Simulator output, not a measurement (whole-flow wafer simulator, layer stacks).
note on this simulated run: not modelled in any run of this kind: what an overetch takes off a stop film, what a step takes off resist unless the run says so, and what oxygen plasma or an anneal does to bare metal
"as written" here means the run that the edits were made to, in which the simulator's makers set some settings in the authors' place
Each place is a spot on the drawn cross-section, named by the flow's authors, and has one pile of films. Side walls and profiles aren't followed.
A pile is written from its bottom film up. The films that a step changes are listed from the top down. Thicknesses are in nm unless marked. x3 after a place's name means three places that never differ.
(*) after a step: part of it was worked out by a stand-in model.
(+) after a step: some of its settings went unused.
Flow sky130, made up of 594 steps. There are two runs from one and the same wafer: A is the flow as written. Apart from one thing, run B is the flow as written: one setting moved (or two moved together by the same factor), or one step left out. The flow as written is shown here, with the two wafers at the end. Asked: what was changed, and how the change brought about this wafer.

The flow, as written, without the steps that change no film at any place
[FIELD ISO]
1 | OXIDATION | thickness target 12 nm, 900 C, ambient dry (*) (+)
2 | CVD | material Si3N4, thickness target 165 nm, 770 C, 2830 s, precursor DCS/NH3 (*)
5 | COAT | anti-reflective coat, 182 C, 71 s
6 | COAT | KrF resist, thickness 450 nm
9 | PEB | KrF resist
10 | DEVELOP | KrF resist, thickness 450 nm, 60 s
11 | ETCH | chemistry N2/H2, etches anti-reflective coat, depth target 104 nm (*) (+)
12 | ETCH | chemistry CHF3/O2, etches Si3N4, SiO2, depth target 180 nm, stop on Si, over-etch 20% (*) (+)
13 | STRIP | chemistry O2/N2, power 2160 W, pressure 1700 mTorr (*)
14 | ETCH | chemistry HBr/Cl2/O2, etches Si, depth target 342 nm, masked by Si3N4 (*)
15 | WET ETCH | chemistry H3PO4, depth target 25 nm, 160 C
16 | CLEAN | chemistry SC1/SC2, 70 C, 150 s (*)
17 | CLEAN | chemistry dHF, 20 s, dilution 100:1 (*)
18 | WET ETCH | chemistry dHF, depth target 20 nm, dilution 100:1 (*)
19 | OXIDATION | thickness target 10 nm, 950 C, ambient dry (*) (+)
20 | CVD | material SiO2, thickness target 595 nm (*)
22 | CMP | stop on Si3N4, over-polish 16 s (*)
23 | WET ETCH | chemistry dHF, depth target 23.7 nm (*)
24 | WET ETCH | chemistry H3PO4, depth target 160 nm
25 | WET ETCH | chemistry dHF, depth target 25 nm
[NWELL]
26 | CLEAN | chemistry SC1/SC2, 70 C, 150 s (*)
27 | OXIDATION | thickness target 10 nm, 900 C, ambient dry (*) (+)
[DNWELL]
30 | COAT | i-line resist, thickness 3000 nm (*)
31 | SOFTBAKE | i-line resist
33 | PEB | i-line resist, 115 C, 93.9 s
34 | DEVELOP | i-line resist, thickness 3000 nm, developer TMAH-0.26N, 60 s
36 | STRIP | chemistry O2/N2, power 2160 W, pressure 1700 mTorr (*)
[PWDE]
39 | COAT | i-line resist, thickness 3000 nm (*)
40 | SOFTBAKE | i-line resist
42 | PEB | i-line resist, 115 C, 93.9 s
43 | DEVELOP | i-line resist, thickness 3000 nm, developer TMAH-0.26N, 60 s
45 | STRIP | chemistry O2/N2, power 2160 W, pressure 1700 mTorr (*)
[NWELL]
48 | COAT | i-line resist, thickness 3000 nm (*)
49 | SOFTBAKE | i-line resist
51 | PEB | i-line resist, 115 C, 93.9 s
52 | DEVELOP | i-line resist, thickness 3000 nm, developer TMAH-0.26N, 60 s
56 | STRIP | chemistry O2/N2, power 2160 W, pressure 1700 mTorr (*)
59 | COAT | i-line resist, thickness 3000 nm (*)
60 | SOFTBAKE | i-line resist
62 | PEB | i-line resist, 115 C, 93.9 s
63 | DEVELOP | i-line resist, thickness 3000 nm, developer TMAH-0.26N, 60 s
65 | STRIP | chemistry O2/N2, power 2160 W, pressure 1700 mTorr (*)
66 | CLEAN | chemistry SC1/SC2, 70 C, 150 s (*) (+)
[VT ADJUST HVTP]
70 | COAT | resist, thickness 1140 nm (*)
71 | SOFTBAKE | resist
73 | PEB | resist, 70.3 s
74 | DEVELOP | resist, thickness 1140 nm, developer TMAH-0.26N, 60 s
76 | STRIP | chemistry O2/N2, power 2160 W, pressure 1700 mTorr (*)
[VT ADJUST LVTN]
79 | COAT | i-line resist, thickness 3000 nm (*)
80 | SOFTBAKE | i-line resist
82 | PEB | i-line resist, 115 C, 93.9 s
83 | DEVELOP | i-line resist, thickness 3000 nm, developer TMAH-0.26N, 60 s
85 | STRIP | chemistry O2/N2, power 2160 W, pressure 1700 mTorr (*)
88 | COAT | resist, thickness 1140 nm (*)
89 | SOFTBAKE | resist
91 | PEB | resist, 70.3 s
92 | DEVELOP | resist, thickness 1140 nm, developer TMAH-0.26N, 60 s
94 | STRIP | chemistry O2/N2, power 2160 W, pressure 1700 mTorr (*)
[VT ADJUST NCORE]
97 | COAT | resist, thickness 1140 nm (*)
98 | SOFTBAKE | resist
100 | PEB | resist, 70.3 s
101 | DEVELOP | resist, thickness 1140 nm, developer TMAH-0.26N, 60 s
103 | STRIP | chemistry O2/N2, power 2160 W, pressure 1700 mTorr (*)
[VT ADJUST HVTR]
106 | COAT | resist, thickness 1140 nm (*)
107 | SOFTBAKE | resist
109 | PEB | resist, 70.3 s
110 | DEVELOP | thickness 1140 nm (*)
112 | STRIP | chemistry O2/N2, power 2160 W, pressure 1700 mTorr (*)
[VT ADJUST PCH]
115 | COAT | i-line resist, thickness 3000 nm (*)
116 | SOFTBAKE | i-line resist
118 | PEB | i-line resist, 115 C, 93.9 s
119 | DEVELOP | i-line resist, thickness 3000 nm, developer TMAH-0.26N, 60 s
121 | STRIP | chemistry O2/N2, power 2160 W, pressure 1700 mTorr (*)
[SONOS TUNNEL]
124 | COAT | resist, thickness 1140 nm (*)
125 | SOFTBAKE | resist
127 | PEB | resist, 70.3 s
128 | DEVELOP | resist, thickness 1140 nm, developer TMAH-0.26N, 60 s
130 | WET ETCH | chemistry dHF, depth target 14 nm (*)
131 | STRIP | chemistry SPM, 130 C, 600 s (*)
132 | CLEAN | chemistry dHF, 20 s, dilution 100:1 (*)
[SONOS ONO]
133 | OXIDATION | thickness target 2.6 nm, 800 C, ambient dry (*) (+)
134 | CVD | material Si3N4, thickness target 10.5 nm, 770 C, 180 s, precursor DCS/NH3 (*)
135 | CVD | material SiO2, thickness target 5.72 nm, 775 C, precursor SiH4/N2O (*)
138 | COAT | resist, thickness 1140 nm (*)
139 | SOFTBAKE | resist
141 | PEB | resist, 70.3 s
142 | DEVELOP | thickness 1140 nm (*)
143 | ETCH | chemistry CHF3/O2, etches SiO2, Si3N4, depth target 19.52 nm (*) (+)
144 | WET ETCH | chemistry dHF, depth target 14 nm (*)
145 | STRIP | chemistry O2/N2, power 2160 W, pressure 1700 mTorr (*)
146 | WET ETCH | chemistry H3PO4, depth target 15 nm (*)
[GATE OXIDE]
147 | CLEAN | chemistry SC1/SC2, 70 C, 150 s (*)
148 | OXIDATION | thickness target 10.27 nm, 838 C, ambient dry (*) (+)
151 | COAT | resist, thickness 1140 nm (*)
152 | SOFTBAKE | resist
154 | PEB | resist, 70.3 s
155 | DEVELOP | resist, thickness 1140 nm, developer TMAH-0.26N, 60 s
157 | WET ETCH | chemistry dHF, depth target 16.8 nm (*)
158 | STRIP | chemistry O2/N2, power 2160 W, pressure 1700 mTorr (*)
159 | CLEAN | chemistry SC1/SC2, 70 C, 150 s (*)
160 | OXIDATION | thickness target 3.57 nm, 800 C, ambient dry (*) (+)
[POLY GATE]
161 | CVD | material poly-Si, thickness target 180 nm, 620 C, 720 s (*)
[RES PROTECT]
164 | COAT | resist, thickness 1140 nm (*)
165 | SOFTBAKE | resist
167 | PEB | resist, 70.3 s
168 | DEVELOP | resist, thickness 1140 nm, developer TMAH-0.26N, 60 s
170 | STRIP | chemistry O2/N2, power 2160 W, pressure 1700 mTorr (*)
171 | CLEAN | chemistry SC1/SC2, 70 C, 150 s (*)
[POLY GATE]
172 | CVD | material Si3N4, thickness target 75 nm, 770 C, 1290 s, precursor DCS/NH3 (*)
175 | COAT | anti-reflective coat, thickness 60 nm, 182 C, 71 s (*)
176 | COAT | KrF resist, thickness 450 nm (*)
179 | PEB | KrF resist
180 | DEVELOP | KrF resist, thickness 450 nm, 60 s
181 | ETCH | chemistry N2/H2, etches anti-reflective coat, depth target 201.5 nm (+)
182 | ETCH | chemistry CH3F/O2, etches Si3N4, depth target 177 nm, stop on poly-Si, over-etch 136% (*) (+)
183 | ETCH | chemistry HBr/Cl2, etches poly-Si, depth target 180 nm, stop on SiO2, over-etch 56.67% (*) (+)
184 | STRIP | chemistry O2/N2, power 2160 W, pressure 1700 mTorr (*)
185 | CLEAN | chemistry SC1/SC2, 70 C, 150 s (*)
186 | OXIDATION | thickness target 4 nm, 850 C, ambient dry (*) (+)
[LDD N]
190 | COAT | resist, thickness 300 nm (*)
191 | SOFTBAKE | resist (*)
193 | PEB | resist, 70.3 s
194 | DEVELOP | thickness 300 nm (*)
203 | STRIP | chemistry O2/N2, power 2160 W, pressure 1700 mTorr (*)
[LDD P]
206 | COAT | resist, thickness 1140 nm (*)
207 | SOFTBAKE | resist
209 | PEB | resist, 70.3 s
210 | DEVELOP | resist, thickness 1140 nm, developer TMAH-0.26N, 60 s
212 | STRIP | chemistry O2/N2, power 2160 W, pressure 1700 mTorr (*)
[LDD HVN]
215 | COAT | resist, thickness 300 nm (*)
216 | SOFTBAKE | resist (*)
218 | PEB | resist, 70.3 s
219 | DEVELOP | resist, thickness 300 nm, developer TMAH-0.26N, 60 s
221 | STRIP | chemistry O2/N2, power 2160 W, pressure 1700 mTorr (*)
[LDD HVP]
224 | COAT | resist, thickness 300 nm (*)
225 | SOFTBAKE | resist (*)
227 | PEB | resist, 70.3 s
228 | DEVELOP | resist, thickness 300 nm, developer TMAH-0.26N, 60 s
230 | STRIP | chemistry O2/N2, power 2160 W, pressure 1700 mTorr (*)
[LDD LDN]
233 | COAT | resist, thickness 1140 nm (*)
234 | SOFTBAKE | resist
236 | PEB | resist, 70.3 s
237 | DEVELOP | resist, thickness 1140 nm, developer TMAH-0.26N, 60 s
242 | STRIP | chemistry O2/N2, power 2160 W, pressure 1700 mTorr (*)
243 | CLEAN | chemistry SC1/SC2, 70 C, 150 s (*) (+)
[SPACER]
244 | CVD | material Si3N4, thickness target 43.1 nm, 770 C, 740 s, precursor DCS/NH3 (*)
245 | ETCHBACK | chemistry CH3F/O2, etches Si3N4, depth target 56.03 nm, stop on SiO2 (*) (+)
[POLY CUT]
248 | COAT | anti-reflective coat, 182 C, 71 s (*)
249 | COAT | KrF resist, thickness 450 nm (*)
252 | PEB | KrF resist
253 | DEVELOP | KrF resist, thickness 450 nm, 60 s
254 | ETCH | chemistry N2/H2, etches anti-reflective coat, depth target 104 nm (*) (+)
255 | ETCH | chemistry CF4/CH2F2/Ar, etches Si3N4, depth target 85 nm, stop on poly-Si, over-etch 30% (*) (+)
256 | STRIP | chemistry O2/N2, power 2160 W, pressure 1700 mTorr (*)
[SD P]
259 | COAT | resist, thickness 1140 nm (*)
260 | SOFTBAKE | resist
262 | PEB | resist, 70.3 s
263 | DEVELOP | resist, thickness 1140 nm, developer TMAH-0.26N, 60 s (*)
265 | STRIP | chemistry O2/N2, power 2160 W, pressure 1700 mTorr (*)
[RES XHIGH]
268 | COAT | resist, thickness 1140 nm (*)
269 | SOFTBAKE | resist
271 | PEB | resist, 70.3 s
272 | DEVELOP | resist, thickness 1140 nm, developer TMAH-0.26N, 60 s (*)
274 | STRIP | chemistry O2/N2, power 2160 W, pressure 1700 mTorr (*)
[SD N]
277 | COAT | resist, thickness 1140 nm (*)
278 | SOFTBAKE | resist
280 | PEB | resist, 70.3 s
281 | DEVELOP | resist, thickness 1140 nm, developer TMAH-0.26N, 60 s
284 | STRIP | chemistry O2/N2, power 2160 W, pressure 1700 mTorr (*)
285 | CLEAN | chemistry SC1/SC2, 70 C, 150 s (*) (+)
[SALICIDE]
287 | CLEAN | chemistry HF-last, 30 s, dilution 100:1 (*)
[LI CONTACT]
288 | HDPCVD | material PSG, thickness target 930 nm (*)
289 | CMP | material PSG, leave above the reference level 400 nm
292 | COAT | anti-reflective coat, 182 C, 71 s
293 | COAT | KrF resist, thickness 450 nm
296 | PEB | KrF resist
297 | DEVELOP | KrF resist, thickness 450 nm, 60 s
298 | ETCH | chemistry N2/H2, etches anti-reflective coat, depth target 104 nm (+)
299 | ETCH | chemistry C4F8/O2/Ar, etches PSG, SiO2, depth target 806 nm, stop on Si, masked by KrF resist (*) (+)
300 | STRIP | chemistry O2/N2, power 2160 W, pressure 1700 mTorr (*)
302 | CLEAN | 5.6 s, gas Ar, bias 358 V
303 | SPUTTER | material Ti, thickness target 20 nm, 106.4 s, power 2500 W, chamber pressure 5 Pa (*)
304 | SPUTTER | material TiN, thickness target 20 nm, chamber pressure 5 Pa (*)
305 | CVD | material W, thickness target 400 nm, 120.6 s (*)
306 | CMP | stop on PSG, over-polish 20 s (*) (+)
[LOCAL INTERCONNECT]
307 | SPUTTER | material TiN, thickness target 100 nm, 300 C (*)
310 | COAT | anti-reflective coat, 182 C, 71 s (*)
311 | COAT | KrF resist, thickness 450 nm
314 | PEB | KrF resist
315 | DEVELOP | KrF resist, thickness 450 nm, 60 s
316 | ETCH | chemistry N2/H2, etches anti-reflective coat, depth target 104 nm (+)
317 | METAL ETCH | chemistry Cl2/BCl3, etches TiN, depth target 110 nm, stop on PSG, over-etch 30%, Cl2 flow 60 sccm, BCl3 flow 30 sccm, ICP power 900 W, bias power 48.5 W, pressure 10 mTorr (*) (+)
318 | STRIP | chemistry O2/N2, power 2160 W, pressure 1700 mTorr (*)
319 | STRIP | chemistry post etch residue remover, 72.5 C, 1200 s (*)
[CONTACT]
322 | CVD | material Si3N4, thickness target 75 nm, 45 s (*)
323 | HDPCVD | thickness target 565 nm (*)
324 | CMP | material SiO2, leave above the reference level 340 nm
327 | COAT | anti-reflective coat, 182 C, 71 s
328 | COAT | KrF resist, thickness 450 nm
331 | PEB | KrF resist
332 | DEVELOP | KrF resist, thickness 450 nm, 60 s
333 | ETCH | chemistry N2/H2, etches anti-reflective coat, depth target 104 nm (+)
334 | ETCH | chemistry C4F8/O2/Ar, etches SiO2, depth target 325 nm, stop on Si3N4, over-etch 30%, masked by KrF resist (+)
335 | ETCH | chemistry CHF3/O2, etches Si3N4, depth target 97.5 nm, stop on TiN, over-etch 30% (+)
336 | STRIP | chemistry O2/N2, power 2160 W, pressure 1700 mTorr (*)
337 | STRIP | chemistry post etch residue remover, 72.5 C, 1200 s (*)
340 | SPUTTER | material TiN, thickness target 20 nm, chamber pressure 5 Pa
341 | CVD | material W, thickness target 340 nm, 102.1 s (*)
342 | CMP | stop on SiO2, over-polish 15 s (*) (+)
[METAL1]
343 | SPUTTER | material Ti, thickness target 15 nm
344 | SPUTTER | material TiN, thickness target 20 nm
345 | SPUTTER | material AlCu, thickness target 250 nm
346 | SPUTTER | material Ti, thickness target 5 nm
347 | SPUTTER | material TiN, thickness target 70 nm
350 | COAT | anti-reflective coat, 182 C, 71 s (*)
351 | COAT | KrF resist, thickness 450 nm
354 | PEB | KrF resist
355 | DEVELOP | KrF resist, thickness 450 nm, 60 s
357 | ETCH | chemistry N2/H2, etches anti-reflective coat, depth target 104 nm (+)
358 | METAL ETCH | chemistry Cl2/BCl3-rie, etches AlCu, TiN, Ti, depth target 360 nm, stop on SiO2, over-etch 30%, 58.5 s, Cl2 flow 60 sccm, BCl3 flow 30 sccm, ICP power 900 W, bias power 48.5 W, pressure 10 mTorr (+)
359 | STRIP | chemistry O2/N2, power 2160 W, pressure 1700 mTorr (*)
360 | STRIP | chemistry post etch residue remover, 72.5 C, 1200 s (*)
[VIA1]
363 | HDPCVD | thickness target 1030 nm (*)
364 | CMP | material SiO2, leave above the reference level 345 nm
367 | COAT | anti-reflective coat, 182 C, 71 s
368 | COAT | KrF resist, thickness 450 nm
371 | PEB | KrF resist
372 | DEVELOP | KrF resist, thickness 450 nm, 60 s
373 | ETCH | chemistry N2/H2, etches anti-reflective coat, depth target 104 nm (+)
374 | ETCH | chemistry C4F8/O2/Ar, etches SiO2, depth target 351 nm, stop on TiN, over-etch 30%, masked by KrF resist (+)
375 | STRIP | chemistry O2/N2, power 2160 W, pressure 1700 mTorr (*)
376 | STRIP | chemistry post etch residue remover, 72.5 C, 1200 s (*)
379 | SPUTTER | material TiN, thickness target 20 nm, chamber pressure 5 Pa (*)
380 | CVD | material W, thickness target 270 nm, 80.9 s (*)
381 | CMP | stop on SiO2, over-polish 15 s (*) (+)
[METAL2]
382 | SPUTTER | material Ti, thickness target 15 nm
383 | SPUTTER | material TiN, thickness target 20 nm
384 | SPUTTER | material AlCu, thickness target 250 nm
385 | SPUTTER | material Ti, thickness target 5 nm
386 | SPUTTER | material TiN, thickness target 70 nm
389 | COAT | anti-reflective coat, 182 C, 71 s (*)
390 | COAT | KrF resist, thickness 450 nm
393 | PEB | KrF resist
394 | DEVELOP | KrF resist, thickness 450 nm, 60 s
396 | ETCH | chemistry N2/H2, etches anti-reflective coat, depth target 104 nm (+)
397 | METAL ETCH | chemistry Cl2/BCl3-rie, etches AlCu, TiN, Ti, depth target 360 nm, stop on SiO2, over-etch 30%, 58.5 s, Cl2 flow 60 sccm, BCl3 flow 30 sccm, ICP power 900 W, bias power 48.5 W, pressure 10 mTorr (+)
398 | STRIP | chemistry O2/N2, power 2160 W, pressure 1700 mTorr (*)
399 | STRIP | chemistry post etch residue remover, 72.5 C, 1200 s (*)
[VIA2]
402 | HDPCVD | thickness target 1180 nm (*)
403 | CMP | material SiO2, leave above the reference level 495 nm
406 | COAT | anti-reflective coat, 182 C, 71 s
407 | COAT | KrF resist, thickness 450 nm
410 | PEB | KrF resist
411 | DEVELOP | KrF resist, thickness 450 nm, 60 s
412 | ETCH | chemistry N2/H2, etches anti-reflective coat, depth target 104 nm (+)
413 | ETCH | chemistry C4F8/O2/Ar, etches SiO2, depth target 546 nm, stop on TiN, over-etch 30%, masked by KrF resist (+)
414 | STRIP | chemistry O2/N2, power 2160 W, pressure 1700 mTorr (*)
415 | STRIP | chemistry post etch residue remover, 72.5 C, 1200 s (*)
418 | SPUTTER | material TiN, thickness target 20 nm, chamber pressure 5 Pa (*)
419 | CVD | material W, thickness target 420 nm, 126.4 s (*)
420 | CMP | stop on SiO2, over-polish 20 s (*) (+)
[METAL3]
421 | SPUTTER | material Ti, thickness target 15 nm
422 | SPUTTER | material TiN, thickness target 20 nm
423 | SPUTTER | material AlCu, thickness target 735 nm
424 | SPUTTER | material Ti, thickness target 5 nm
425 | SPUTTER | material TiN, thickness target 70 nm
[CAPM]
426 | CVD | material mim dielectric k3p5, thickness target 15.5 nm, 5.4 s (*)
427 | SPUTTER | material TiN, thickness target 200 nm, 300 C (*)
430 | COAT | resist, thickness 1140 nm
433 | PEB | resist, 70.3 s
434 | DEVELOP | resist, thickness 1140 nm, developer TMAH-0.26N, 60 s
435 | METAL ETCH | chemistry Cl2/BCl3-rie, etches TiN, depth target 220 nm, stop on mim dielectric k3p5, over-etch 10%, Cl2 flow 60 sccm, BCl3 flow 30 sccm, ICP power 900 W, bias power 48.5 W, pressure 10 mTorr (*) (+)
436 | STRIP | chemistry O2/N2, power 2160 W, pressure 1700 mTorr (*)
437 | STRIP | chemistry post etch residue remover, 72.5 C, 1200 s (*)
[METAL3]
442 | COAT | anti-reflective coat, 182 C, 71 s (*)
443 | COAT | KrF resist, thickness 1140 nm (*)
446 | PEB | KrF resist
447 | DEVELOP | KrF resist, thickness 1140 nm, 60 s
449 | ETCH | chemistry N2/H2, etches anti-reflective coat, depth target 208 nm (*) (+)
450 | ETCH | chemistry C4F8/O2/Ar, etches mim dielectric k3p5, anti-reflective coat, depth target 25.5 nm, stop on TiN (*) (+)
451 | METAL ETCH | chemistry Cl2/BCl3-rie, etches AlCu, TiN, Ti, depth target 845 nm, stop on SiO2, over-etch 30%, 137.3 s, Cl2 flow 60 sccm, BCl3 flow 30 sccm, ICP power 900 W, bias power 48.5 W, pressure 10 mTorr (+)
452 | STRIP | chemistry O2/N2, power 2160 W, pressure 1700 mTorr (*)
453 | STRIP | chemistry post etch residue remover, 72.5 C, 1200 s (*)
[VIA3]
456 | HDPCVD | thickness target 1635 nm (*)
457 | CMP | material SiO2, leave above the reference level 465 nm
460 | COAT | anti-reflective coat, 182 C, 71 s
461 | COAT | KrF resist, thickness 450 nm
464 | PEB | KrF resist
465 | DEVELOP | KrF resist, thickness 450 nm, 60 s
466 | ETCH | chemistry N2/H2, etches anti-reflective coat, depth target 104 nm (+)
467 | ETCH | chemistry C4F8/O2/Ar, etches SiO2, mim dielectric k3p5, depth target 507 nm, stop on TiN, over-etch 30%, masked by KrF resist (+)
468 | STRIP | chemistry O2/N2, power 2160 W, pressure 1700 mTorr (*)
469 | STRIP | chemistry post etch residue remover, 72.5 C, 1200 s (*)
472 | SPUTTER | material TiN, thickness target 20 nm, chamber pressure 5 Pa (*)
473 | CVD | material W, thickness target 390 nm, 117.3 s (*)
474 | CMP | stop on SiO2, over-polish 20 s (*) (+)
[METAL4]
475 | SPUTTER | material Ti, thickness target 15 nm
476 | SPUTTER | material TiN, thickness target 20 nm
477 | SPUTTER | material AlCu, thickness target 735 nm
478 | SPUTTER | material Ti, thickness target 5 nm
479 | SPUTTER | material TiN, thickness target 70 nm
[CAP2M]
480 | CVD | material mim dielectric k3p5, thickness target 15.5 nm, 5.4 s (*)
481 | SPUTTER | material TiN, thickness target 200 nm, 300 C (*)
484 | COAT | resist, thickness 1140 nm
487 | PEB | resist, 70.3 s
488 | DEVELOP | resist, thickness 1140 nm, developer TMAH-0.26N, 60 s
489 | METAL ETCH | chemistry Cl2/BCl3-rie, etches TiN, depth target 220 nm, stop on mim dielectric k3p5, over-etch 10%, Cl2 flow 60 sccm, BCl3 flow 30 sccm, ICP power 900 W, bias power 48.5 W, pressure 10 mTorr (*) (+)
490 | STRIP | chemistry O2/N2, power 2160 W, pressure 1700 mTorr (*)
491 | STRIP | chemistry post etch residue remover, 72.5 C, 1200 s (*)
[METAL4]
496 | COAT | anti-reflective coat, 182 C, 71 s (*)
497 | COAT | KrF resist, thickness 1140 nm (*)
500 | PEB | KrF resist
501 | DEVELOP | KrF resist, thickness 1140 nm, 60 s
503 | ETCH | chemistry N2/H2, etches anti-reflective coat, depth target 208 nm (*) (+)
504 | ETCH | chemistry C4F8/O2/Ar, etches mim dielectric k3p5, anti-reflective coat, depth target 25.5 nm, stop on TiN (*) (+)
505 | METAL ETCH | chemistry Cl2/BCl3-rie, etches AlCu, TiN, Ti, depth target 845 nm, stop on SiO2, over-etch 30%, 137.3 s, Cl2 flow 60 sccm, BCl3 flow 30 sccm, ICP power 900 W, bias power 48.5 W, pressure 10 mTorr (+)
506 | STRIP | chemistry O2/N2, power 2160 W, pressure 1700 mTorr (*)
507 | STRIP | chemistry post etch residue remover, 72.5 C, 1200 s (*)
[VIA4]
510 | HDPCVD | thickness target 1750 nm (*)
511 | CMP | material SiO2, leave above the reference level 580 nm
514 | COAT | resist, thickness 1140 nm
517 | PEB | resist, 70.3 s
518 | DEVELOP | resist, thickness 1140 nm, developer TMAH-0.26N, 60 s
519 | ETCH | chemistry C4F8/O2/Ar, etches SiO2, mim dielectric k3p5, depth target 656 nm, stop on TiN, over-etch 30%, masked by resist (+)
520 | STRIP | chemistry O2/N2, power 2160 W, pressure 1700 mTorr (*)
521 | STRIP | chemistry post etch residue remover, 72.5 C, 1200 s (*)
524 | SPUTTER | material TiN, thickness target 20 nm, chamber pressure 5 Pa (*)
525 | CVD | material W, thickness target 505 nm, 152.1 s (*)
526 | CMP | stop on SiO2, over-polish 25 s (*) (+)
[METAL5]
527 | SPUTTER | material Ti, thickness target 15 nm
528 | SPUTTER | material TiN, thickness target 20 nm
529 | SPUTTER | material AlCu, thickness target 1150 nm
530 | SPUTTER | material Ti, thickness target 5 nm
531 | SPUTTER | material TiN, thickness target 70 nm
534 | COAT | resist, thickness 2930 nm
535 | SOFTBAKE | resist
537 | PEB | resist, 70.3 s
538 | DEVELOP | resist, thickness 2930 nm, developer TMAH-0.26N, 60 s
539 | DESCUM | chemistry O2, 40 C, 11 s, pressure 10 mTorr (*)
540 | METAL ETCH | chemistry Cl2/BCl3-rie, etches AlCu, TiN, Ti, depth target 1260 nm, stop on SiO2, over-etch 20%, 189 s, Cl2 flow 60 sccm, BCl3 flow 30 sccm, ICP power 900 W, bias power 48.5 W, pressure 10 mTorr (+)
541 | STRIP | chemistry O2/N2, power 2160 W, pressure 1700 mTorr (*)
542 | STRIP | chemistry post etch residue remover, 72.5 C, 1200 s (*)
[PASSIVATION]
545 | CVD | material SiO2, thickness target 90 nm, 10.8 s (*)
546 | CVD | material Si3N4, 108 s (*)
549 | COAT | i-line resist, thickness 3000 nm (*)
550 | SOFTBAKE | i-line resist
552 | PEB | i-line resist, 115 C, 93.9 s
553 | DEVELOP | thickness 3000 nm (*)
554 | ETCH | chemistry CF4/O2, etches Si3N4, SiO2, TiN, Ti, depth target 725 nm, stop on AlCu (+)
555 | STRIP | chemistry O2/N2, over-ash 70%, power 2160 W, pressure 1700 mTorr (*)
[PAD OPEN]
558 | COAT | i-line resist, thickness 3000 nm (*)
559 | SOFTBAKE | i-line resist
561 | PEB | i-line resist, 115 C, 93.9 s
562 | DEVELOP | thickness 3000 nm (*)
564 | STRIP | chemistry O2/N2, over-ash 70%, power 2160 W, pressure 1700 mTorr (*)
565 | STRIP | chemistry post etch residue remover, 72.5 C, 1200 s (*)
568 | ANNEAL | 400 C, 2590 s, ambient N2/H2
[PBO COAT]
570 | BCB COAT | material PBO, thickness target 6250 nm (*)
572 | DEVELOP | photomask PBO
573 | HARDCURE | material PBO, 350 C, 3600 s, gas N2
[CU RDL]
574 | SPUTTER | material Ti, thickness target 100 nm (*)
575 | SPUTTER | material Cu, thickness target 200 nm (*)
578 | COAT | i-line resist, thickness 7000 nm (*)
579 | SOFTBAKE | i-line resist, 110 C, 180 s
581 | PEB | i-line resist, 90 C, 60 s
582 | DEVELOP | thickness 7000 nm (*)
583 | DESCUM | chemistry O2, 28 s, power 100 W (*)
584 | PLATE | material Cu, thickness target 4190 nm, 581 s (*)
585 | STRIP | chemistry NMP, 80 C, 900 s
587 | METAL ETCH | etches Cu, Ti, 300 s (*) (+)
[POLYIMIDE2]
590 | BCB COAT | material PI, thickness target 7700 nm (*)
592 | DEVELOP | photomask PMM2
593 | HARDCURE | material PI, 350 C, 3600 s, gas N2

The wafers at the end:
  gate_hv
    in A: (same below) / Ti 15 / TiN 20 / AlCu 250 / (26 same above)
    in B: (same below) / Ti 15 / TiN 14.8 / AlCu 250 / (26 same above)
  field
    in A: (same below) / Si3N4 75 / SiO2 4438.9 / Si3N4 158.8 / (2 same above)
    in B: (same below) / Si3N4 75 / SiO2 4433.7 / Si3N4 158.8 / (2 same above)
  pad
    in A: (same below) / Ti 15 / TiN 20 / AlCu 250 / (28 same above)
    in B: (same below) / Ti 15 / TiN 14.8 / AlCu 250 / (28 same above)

What caused this: step 344, SPUTTER: thickness target 14.8 nm was run, whereas the flow has thickness target 20 nm.
The wafer itself shows it: gate_hv has TiN 14.8, and step 344 as written asks for 20 nm.

The path from the change to this, step by step:
  344 | SPUTTER | material TiN, thickness target 20 nm
      field, active, n_well and 188 more: A TiN gains 20 (new film) | B TiN gains 14.8 (new film)
  358 | METAL ETCH | chemistry Cl2/BCl3-rie, etches AlCu, TiN, Ti, depth target 360 nm, stop on SiO2, over-etch 30%, 58.5 s, Cl2 flow 60 sccm, BCl3 flow 30 sccm, ICP power 900 W, bias power 48.5 W, pressure 10 mTorr (+)
      field, active, gate and 81 more: A TiN loses 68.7 (all of it), Ti loses 5 (all of it), AlCu loses 250 (all of it), TiN loses 20 (all of it), Ti loses 15 (all of it), SiO2 loses 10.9 | B TiN loses 68.7 (all of it), Ti loses 5 (all of it), AlCu loses 250 (all of it), TiN loses 14.8 (all of it), Ti loses 15 (all of it), SiO2 loses 11.5
